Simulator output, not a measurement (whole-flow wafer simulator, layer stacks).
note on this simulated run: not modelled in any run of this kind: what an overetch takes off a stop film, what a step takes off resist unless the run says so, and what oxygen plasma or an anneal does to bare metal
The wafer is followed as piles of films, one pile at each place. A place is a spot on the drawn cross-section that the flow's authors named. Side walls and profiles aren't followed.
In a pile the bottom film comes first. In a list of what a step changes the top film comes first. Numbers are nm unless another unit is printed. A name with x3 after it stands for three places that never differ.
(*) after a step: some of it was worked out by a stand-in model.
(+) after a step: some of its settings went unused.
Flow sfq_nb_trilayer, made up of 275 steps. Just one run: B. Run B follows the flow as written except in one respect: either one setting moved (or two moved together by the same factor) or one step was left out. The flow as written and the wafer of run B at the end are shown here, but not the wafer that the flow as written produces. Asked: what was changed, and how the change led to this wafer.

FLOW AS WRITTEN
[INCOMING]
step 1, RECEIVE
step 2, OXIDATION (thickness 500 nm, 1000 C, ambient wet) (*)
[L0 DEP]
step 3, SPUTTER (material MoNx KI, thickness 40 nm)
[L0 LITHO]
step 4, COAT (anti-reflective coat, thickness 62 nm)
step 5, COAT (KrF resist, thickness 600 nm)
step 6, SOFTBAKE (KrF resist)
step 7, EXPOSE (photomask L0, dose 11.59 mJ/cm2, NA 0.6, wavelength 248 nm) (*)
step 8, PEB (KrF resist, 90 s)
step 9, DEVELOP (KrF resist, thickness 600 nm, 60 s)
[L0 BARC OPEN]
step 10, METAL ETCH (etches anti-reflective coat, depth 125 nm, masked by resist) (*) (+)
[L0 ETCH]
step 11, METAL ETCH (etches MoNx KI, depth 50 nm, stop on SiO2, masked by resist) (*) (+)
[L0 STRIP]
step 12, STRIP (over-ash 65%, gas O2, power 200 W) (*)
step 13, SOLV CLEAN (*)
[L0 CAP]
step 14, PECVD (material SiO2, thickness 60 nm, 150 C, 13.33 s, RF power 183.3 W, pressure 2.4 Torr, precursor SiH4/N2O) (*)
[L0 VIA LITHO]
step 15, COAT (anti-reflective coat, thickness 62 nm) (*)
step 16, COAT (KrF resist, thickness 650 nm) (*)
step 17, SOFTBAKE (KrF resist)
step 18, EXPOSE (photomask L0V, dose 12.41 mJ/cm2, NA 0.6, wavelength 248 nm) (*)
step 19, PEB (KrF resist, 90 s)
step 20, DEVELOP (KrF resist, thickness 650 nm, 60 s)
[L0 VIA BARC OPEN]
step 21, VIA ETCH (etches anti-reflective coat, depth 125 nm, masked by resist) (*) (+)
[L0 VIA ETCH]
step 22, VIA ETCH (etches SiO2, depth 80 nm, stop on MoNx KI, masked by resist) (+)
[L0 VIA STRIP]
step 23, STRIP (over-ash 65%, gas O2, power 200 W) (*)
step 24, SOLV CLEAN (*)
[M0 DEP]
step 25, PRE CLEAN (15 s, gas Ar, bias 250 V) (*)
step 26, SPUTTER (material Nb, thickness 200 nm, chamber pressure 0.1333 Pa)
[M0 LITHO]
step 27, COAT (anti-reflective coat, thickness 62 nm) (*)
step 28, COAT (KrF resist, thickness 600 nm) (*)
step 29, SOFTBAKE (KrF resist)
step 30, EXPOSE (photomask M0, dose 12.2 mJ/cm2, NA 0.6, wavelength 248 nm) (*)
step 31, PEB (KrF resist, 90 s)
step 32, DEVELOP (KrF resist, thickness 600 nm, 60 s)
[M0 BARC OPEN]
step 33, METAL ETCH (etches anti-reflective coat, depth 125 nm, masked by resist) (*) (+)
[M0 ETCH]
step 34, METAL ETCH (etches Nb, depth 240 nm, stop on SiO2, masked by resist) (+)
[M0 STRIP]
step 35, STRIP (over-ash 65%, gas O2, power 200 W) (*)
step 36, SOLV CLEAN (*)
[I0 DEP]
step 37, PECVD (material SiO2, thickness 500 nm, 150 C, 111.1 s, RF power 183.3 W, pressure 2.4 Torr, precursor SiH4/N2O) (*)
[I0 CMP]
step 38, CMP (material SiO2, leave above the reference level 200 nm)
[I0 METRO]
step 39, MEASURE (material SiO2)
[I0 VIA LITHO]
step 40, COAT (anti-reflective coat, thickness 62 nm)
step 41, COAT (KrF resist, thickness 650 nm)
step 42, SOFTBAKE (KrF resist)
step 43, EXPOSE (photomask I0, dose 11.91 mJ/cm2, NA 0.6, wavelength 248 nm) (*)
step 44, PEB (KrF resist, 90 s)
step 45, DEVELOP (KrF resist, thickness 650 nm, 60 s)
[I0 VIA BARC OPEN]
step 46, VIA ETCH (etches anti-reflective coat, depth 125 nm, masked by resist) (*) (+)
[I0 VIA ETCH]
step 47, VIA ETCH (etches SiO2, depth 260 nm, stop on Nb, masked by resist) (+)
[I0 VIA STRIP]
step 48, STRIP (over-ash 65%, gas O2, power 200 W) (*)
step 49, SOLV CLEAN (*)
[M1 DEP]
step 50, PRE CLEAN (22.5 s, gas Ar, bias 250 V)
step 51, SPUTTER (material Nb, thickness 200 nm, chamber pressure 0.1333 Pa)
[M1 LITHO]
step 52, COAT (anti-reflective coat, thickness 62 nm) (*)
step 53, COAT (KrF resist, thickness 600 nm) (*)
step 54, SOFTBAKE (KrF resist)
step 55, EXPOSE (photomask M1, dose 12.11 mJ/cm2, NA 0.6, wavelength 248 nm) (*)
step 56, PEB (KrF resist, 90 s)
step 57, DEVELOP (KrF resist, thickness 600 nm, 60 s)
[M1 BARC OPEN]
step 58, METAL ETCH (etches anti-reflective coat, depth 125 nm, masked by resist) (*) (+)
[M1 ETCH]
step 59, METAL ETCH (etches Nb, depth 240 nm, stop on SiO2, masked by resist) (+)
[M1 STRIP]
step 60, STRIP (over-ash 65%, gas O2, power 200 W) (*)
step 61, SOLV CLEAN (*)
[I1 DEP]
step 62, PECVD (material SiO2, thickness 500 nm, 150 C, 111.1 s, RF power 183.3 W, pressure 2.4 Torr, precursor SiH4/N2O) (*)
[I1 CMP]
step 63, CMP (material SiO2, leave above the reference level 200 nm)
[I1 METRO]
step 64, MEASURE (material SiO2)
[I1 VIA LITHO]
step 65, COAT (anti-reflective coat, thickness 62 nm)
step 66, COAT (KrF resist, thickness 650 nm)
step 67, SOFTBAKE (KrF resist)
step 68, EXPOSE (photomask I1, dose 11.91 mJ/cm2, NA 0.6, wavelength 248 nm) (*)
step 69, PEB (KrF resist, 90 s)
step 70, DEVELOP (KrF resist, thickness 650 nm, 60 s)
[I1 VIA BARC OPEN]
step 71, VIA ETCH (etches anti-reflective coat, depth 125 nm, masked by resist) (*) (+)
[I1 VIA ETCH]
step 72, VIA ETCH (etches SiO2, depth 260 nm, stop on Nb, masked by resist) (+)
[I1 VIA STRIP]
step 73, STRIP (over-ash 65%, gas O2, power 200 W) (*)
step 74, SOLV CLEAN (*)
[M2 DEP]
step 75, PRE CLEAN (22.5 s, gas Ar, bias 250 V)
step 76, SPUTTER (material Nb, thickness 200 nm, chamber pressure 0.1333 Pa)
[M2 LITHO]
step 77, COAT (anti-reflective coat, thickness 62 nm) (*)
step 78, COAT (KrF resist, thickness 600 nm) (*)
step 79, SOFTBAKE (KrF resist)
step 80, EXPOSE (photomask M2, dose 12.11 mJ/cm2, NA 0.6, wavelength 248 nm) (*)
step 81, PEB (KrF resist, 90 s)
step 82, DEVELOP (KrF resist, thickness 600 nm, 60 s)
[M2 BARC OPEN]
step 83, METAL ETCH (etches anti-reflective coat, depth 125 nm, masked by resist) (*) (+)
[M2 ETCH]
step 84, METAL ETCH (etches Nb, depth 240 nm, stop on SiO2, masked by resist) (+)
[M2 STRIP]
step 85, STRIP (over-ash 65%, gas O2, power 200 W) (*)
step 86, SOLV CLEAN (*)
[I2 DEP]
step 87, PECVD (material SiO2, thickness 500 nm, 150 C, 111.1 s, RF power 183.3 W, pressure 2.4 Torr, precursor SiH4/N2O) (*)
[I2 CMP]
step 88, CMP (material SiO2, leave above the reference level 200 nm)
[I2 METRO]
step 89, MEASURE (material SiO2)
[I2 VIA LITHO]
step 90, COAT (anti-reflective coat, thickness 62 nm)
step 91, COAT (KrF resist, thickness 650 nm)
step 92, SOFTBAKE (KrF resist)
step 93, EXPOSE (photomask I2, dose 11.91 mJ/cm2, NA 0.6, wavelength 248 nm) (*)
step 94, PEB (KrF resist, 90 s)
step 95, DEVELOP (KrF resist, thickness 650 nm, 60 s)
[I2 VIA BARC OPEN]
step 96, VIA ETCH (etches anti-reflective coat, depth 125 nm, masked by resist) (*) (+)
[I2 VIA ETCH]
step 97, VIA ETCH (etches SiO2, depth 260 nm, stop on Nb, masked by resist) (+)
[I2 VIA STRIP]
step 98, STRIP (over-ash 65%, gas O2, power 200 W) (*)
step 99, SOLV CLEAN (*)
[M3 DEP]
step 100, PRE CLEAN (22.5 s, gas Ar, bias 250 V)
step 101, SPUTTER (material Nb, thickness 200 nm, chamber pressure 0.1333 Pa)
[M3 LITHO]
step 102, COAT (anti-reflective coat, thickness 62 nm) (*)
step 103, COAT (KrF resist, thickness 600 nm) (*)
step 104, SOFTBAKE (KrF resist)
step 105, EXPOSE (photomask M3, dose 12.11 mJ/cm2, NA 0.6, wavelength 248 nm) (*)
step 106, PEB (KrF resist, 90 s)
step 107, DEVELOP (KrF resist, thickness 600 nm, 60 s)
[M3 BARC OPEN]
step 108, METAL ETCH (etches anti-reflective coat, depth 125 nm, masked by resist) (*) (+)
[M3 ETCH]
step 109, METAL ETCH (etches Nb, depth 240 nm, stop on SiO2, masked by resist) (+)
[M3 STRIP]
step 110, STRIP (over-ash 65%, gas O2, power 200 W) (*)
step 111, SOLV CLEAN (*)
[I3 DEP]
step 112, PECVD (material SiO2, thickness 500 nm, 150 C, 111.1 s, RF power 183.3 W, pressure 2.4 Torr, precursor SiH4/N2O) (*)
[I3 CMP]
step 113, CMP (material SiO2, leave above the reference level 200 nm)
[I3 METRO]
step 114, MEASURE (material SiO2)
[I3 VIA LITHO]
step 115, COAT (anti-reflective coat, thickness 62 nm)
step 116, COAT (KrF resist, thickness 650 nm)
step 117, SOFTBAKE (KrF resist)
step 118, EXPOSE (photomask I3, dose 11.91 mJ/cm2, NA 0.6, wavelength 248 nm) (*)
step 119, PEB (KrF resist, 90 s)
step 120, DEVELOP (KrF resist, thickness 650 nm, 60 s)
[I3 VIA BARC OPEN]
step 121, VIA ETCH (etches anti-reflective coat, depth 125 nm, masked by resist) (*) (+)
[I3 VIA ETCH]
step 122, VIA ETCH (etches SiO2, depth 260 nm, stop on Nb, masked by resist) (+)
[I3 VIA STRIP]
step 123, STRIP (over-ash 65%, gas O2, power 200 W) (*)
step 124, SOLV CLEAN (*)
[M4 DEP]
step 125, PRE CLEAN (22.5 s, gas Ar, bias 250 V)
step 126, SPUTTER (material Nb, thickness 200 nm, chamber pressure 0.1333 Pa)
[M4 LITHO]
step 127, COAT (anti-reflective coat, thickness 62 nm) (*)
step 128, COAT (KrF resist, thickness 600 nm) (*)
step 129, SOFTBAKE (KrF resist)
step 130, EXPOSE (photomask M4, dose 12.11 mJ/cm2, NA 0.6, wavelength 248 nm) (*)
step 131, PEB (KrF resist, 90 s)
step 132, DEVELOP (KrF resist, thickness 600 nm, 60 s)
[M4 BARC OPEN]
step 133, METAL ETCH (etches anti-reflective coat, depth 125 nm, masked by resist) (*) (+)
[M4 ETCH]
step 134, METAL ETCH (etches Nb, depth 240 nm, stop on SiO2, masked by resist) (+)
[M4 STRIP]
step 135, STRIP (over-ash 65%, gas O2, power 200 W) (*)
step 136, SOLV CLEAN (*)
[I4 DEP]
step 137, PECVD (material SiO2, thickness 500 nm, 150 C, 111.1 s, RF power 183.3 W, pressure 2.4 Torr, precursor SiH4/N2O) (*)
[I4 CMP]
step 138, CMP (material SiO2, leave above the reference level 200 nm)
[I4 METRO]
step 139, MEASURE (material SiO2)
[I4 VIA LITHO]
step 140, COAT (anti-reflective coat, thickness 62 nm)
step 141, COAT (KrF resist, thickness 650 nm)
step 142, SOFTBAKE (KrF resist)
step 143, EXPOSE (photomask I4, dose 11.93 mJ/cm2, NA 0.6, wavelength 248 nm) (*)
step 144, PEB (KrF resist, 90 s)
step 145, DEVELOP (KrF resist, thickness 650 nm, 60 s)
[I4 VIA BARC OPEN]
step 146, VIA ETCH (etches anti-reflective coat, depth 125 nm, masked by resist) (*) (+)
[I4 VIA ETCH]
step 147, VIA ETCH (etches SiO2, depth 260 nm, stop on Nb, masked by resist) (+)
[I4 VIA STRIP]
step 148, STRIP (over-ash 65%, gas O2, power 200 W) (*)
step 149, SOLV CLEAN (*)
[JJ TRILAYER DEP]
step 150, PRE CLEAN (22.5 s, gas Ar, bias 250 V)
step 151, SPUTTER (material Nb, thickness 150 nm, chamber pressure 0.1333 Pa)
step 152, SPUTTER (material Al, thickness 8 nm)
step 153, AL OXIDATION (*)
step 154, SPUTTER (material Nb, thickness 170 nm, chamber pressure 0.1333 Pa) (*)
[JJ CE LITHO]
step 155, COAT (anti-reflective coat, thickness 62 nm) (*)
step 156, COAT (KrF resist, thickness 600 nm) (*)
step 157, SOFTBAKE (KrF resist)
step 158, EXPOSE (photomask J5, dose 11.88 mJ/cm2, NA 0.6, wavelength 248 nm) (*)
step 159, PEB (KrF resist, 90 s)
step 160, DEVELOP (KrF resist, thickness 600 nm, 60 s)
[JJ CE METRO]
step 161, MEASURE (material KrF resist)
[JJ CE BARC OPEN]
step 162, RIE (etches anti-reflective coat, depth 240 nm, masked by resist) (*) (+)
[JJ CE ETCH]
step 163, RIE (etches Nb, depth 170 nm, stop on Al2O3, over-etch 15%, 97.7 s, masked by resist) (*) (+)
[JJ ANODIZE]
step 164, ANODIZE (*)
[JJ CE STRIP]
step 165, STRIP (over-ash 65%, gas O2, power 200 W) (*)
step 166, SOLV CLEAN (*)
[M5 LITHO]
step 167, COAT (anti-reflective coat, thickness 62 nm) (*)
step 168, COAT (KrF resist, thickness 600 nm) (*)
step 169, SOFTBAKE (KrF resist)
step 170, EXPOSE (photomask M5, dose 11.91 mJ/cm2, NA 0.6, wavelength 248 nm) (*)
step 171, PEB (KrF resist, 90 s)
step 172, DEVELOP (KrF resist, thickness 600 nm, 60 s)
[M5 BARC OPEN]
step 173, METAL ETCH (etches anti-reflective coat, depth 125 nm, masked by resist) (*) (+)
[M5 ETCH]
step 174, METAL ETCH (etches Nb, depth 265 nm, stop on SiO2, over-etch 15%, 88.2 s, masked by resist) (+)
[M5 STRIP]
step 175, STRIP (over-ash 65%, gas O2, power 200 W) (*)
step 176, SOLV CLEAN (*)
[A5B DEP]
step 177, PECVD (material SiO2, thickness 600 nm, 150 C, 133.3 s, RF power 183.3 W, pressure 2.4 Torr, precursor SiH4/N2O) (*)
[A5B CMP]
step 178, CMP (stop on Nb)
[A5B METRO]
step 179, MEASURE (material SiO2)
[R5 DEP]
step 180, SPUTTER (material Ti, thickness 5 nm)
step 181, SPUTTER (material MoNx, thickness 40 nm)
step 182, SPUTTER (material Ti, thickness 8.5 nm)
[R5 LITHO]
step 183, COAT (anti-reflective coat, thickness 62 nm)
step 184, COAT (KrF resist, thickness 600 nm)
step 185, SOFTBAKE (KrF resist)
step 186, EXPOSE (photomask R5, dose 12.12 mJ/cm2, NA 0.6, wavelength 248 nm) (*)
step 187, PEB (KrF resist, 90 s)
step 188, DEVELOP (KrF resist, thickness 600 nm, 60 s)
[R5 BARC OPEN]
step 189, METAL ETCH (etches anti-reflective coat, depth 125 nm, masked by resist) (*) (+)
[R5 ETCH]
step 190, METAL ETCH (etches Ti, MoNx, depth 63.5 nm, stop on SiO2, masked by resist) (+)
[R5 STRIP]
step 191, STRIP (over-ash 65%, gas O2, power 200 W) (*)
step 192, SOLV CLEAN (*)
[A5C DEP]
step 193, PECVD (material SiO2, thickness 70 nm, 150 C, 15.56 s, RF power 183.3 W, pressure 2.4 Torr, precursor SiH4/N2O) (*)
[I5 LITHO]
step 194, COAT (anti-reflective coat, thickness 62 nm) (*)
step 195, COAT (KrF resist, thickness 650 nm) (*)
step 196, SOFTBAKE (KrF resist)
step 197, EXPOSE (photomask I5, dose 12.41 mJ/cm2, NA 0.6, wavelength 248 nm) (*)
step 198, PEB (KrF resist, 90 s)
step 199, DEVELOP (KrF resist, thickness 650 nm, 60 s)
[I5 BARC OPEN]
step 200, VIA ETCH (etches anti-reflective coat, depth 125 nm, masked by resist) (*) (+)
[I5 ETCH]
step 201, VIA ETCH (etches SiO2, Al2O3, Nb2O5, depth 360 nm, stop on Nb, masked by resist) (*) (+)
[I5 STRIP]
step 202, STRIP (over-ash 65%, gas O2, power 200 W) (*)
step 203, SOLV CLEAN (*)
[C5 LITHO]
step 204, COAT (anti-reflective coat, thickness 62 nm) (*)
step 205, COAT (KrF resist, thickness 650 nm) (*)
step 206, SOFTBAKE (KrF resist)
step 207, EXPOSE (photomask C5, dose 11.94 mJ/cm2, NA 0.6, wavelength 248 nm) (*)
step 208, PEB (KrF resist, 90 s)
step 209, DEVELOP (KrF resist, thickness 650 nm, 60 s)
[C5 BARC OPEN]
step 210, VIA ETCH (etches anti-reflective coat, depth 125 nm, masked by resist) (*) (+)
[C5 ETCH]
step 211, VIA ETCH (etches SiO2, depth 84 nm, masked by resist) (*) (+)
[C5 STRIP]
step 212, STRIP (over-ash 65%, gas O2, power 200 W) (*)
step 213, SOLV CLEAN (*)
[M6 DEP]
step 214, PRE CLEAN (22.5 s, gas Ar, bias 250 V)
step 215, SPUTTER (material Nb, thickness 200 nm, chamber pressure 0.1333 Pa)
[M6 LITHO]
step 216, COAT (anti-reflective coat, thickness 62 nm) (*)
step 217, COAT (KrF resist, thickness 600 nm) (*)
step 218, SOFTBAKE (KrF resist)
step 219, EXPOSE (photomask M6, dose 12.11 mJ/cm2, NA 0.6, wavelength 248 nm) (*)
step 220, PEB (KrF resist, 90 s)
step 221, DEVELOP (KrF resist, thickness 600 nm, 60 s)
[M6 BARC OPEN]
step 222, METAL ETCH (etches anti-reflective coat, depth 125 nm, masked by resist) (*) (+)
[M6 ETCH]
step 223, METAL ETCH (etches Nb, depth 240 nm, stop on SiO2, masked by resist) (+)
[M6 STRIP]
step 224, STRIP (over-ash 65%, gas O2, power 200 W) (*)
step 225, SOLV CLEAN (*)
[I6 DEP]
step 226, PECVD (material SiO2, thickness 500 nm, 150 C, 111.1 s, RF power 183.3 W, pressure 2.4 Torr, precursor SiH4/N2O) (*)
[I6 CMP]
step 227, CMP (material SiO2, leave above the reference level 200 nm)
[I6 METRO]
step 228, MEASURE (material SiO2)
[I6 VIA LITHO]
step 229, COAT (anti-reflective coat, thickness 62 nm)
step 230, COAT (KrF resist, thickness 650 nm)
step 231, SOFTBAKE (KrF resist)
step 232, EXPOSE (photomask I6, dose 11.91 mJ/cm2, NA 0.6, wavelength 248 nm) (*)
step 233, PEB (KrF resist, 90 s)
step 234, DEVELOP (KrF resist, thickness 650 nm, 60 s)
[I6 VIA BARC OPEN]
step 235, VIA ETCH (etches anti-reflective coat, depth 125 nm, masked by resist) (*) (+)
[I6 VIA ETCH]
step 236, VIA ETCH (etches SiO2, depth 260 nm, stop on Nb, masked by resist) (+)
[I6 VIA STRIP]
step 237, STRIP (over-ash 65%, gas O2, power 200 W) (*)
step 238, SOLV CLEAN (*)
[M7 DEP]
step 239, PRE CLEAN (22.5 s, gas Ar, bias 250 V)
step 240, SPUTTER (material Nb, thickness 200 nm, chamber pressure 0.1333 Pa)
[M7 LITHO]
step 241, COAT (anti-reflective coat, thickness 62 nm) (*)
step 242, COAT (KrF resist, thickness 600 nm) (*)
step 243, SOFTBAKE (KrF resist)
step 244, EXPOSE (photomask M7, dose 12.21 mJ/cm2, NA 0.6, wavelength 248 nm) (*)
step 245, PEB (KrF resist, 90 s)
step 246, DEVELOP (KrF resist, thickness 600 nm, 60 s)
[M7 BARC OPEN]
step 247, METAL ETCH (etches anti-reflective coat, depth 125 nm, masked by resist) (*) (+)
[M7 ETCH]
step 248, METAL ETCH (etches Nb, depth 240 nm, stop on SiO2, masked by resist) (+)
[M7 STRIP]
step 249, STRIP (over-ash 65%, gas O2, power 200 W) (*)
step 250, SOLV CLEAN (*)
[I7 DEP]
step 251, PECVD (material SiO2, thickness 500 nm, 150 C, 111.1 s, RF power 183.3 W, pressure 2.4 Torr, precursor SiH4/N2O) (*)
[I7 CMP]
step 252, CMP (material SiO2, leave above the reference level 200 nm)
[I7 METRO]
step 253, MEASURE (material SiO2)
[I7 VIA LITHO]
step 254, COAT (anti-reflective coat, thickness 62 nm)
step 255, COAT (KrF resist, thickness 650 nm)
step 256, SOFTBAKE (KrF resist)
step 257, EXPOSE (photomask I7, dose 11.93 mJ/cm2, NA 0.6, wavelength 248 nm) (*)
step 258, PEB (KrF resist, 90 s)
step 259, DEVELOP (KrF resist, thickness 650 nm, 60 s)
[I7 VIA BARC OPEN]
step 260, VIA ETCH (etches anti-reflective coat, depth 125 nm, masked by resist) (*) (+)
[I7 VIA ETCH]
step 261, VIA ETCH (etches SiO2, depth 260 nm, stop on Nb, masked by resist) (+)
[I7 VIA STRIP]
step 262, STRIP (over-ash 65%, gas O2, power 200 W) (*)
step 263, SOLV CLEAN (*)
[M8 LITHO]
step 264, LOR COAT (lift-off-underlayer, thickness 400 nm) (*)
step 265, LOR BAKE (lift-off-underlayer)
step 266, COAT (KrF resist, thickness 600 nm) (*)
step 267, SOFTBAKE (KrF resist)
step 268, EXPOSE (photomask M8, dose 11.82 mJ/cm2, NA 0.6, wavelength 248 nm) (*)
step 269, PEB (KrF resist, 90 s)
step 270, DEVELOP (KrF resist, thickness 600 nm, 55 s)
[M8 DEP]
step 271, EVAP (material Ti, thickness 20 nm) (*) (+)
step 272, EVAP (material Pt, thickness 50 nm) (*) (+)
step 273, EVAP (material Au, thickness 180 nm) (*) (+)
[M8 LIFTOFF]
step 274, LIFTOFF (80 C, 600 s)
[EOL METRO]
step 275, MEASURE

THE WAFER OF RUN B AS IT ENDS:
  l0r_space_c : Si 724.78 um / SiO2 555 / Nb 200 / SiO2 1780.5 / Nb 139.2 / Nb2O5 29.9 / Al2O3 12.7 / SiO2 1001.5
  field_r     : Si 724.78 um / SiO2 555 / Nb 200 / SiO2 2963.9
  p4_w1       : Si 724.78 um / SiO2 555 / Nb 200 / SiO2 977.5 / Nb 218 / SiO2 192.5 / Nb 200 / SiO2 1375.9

Cause: step 101, SPUTTER: thickness 218 nm was run, though the flow has thickness 200 nm.
The wafer lets one read it off: p4_w1 has Nb 218, and step 101 as written asks for 200 nm.

Step by step, how the change led to this:
  step 101, SPUTTER (material Nb, thickness 200 nm, chamber pressure 0.1333 Pa)
      field_l, v_sur, via_wl and 102 more: Nb gains 218 (new film) (in the flow as written it would be: Nb gains 200 (new film))
      via_w: Nb gains 180.6 (in the flow as written it would be: Nb gains 165.5)
  step 109, METAL ETCH (etches Nb, depth 240 nm, stop on SiO2, masked by resist) (+)
      field_l, be, be_sur and 72 more: Nb loses 218 (all of it) (in the flow as written it would be: Nb loses 200 (all of it))
  step 112, PECVD (material SiO2, thickness 500 nm, 150 C, 111.1 s, RF power 183.3 W, pressure 2.4 Torr, precursor SiH4/N2O) (*)
      p4_g1, p4_g2, p3_s0, p3_s1, p3_s2, p3_s3, p3_s4, p3_s5: SiO2 gains 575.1 (in the flow as written it would be: SiO2 gains 557.1)
  step 113, CMP (material SiO2, leave above the reference level 200 nm)
      field_l, be, be_sur and 64 more: SiO2 loses 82 (in the flow as written it would be: SiO2 loses 100)
